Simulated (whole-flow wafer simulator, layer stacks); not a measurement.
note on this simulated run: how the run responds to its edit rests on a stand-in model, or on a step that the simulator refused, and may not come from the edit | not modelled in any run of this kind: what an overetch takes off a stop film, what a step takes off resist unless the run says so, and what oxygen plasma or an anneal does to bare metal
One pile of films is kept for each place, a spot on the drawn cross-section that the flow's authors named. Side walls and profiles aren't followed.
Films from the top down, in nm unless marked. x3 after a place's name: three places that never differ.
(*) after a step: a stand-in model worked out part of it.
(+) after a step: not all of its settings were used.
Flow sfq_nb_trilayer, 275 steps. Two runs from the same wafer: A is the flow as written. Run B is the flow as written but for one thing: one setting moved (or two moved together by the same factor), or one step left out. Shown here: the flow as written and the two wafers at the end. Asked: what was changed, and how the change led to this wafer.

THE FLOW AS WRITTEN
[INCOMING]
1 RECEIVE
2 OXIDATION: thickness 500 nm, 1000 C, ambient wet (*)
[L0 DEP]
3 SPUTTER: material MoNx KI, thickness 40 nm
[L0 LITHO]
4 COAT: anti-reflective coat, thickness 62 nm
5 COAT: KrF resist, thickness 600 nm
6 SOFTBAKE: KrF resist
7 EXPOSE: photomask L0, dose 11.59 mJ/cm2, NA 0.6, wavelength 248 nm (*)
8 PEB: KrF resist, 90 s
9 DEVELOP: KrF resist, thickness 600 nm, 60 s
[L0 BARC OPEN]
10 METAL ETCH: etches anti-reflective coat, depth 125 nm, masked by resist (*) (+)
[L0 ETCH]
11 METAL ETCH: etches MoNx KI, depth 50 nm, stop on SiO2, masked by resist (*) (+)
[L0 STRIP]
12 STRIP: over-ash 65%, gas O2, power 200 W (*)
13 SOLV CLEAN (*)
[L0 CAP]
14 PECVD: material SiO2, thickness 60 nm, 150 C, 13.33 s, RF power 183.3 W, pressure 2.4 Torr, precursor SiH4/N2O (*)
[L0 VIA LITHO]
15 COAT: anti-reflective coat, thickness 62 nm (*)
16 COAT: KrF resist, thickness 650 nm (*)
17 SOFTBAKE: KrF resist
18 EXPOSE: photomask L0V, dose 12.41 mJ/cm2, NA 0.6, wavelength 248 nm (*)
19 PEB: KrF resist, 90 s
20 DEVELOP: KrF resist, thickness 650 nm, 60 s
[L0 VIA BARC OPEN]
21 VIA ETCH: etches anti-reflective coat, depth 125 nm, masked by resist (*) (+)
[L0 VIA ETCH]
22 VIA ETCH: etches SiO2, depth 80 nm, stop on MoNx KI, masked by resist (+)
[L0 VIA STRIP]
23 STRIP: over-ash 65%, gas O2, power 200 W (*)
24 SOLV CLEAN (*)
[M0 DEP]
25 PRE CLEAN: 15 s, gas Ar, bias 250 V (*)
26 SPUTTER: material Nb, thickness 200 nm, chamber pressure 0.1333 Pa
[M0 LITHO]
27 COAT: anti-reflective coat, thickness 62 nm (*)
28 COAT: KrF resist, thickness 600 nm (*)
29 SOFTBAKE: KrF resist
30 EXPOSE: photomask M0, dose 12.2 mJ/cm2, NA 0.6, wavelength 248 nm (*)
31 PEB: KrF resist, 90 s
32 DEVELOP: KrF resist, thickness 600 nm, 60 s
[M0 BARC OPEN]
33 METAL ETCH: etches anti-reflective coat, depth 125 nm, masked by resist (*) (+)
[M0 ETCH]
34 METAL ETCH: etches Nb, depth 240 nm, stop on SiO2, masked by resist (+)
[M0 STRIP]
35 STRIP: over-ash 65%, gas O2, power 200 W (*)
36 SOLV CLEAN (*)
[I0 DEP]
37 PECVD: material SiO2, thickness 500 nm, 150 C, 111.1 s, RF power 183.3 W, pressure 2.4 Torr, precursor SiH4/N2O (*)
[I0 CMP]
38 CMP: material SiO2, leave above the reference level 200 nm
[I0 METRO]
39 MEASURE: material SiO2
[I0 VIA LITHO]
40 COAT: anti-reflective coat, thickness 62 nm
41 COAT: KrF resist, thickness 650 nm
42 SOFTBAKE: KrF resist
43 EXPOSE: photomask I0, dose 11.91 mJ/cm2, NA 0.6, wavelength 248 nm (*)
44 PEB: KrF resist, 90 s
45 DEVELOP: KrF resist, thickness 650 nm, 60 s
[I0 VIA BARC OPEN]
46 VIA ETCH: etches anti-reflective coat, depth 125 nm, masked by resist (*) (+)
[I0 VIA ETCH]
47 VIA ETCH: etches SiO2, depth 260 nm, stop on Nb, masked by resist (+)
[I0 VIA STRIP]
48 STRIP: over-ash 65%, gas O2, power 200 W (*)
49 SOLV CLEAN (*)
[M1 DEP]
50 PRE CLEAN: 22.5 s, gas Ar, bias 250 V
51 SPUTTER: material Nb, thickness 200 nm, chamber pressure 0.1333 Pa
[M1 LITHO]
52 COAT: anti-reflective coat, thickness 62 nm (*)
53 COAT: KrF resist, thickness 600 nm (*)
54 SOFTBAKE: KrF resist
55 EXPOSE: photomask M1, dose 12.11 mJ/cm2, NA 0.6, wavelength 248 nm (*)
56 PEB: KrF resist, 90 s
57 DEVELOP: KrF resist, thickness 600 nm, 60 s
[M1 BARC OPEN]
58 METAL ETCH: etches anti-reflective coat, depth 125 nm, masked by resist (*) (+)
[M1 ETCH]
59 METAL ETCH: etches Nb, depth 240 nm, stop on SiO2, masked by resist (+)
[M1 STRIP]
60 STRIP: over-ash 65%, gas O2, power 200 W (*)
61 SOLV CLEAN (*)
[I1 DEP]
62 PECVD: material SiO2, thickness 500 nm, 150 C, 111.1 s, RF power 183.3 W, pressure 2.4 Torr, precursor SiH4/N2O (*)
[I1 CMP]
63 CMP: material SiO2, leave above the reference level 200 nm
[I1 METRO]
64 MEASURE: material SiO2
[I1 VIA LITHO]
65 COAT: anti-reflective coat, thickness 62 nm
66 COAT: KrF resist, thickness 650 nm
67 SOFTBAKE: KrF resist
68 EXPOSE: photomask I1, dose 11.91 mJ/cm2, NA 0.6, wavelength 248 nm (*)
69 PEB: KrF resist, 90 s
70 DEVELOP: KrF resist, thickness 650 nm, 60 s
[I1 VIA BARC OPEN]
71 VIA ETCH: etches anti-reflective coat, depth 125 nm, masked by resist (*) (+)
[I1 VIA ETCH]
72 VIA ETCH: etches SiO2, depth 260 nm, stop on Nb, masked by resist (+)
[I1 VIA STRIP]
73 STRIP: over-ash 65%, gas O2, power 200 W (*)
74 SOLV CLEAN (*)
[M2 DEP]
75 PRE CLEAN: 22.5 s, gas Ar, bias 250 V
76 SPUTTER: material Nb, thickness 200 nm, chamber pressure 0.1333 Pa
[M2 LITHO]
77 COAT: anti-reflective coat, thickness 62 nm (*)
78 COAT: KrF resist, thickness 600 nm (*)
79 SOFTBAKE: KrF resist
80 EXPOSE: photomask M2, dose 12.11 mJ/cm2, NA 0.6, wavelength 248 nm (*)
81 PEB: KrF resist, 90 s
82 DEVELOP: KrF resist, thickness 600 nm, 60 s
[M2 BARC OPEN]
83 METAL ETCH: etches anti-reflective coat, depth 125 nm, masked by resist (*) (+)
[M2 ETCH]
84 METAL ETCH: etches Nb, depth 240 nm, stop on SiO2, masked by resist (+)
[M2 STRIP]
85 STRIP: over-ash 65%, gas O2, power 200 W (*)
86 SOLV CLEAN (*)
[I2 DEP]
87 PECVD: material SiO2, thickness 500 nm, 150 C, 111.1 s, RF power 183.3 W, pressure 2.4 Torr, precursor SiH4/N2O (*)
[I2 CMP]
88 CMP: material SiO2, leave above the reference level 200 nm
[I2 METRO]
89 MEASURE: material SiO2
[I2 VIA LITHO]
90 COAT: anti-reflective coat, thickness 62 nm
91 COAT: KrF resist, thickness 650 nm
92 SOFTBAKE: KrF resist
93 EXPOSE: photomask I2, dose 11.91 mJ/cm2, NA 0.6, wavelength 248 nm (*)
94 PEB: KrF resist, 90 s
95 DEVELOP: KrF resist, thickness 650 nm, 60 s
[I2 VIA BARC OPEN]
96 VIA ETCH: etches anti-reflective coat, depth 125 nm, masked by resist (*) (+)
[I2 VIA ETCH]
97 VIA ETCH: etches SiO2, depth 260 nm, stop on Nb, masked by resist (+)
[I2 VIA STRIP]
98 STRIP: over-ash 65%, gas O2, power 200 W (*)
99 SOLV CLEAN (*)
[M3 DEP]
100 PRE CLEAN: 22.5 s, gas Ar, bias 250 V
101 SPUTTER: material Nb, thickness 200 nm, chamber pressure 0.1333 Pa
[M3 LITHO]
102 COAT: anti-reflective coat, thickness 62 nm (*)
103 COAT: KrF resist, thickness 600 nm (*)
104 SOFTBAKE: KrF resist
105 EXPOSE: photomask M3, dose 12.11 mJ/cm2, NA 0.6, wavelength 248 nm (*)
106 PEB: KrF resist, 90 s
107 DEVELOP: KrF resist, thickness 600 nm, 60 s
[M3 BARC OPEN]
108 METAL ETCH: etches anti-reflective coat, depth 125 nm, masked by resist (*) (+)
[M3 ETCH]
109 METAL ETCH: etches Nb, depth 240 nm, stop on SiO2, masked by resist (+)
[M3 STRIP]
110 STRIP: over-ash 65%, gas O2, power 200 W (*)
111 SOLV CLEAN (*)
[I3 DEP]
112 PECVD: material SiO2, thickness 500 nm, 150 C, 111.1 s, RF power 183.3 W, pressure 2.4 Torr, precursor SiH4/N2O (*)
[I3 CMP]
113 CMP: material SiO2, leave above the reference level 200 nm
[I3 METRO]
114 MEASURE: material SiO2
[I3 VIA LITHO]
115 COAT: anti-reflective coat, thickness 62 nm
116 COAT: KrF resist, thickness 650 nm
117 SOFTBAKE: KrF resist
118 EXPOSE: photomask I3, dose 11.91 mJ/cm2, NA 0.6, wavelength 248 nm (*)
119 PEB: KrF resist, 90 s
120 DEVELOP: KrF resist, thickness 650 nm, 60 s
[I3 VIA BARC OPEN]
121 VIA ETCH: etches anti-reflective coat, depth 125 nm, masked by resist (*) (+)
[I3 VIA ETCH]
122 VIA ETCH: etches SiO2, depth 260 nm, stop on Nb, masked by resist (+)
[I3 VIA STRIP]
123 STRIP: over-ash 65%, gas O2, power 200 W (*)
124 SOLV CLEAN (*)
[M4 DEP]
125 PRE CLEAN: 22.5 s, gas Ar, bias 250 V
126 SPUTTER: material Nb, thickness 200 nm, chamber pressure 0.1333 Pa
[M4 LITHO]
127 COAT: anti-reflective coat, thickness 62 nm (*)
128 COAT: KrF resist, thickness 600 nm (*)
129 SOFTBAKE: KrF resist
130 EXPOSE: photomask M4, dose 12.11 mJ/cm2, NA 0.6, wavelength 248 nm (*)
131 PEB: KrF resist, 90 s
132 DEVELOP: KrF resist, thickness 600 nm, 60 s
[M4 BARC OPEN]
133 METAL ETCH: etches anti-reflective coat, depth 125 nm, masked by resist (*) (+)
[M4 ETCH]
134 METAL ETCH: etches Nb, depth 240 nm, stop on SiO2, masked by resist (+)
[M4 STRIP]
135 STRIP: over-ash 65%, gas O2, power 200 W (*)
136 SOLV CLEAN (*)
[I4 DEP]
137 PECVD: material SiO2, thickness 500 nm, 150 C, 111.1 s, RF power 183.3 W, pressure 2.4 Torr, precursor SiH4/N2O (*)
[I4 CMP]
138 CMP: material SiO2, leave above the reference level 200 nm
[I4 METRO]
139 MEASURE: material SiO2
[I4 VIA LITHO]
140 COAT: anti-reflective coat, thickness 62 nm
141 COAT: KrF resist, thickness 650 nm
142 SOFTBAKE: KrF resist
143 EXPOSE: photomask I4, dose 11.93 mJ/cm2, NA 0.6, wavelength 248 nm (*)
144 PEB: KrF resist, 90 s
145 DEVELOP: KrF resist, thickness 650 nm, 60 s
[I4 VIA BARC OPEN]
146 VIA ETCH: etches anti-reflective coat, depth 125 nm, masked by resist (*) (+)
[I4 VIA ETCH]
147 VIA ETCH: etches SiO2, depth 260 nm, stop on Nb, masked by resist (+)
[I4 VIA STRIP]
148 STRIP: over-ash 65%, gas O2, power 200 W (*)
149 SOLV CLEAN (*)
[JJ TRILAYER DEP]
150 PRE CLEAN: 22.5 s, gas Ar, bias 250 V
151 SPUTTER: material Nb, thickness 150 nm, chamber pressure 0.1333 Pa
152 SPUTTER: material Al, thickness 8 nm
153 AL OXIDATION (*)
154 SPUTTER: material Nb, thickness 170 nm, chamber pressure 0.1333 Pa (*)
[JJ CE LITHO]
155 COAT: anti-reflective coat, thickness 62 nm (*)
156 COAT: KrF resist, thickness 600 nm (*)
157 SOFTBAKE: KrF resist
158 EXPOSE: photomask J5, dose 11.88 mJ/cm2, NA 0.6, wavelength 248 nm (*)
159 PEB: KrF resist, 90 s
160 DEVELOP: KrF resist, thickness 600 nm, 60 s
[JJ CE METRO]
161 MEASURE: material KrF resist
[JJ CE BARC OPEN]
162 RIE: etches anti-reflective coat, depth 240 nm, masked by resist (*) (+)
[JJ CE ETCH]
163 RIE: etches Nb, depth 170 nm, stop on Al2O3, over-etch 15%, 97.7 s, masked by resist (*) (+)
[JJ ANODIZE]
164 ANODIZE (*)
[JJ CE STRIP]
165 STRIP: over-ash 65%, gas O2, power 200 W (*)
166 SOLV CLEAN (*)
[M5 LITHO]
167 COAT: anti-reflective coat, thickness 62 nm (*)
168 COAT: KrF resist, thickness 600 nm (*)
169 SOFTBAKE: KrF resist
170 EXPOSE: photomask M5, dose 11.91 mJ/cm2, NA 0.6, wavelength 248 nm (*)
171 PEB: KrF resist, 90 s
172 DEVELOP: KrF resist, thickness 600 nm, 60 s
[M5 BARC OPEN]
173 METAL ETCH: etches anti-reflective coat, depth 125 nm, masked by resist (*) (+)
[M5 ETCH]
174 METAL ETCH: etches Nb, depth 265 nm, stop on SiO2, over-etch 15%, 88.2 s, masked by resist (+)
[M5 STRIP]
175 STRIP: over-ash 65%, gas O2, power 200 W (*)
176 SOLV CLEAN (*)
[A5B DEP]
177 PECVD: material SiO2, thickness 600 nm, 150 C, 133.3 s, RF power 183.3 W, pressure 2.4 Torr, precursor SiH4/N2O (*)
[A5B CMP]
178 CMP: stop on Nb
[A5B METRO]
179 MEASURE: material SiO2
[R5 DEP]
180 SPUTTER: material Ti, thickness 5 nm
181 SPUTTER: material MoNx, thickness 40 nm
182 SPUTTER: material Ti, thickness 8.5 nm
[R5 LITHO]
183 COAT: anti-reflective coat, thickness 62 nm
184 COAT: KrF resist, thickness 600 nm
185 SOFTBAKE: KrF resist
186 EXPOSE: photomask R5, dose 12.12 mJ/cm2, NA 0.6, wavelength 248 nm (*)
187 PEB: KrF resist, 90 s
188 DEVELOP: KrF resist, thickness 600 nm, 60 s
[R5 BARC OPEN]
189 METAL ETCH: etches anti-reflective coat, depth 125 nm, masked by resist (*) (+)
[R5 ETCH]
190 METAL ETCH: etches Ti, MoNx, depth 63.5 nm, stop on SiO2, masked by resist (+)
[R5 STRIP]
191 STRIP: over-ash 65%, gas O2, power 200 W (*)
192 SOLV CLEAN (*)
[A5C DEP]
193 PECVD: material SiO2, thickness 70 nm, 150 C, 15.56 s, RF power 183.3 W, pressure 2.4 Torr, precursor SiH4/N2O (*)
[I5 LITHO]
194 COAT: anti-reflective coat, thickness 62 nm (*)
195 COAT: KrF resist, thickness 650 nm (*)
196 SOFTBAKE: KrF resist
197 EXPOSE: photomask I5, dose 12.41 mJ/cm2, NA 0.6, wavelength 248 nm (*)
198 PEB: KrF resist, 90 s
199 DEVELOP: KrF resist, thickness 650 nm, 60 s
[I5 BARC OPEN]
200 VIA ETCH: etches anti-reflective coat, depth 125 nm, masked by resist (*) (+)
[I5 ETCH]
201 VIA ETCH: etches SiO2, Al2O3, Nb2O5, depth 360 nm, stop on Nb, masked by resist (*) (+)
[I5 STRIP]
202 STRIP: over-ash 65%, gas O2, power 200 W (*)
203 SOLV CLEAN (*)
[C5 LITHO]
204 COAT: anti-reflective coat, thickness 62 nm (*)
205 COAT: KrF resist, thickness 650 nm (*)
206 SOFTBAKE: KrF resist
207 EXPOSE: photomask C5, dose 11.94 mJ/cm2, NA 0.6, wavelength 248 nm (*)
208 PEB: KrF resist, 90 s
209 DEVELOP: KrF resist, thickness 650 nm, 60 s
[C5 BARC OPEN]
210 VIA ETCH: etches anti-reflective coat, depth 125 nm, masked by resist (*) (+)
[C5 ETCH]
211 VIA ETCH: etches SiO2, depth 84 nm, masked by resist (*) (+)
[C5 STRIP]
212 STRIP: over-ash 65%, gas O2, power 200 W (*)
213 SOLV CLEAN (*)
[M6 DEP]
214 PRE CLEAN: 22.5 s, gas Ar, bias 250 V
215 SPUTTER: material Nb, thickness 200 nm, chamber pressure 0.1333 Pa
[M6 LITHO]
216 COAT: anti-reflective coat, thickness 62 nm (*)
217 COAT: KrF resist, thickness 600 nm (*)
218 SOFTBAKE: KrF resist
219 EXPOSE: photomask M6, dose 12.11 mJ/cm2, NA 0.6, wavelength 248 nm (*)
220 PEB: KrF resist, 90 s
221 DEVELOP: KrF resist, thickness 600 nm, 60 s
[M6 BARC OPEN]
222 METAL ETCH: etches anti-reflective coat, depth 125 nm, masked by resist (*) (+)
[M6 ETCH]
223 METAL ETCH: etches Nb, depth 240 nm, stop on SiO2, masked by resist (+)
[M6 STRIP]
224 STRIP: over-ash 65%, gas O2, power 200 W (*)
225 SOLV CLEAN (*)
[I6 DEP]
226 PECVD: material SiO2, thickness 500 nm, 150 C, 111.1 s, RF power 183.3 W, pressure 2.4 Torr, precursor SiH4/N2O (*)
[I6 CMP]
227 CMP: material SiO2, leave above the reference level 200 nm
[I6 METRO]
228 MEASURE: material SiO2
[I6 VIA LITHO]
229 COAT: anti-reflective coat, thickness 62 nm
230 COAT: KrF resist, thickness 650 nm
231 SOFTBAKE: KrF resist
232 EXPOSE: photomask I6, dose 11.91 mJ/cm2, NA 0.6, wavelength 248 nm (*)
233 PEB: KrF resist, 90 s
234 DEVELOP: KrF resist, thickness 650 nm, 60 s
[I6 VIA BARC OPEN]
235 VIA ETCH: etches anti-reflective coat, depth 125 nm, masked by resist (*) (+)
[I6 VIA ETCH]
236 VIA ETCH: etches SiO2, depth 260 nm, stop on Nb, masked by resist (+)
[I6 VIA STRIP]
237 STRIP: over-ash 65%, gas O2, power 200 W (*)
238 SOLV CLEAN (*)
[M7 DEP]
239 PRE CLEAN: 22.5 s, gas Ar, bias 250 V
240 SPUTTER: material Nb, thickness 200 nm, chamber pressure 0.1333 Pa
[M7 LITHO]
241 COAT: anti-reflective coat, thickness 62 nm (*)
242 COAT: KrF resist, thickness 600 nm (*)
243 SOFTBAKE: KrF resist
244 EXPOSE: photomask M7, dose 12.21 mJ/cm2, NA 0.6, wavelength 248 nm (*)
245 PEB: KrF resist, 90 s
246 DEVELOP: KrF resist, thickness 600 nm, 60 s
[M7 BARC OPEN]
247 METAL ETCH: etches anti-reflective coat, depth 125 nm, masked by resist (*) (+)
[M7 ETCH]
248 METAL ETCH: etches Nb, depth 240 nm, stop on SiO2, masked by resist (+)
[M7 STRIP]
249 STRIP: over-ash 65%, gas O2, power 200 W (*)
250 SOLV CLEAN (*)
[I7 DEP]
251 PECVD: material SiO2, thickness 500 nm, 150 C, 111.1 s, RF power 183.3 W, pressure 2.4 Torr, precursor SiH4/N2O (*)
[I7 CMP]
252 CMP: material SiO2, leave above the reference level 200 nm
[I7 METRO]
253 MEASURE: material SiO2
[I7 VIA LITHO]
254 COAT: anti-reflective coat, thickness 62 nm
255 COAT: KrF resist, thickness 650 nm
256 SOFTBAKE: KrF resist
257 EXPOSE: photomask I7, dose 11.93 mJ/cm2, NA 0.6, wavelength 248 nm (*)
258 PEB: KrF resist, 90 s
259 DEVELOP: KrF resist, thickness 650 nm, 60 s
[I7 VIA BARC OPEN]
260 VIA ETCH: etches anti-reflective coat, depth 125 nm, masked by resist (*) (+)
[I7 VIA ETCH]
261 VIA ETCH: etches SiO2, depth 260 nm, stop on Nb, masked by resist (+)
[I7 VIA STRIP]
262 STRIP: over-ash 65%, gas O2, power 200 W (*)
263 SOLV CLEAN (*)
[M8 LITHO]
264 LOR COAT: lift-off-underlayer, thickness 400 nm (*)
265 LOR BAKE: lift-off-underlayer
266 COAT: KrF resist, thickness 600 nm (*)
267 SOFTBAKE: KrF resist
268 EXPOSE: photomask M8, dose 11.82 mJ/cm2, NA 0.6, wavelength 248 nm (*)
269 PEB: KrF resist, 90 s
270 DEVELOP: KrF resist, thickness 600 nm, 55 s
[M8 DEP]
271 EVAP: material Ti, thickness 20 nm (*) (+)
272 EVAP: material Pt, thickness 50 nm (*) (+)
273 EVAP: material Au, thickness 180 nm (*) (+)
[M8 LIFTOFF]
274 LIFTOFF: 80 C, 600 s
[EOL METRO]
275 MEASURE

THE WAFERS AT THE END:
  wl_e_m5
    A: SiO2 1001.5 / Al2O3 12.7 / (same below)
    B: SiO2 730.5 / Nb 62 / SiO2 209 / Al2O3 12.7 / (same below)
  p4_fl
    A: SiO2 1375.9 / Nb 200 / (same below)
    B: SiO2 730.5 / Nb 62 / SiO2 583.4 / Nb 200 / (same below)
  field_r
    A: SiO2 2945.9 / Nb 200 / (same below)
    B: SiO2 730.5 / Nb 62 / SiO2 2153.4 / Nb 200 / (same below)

The cause: step 223, METAL ETCH: depth 138 nm was run, where the flow has depth 240 nm.

How the change led to this, step by step:
  223 METAL ETCH: etches Nb, depth 240 nm, stop on SiO2, masked by resist (+)
      field_l, gap, moat and 76 more: A Nb -200 (all of it) | B Nb -138
      v_sur, via_wl, via_w and 24 more: A KrF resist -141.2 | B KrF resist -81.2
  224 STRIP: over-ash 65%, gas O2, power 200 W (*)
      wl_j_sl, wl_j_sr: A KrF resist -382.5 (all of it), anti-reflective coat -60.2 (all of it) | B KrF resist -442.5 (all of it), anti-reflective coat -60.2 (all of it)
      wl_c_m6, wl_f_m6: A KrF resist -382.3 (all of it), anti-reflective coat -62 (all of it) | B KrF resist -442.3 (all of it), anti-reflective coat -62 (all of it)
      (and at 23 more places)
  226 PECVD: material SiO2, thickness 500 nm, 150 C, 111.1 s, RF power 183.3 W, pressure 2.4 Torr, precursor SiH4/N2O (*)
      field_l, p4_fl, p4_fm and 62 more: A SiO2 +500 | B SiO2 +500 (new film)
      moat, field_r, lsp_l, ln_m5, lsp_m: A SiO2 +493.6 | B SiO2 +500 (new film)
      (and at 9 more places)
  227 CMP: material SiO2, leave above the reference level 200 nm
      field_l, p4_fl, p4_fm and 59 more: A SiO2 -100 | B SiO2 -162
      moat, field_r, lsp_l, ln_m5, lsp_m: A SiO2 -93.6 | B SiO2 -162
      (and at 12 more places)
Counting metal films that touch as one body, wl_e_m5 has 7 bodies (between them, from the top down: SiO2 209 / Al2O3 12.7 / Nb2O5 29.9; SiO2 192.5; SiO2 192.5; SiO2 192.5; SiO2 192.5; SiO2 192.5); the flow as written gives 6 bodies (between them, from the top down: SiO2 192.5; SiO2 192.5; SiO2 192.5; SiO2 192.5; SiO2 192.5).
Counting metal films that touch as one body, p4_fl has 3 bodies (between them, from the top down: SiO2 583.4; SiO2 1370); the flow as written gives 2 bodies (between them, from the top down: SiO2 1370).
Counting metal films that touch as one body, field_r has 2 bodies (between them, from the top down: SiO2 2153.4); the flow as written gives 1 body.
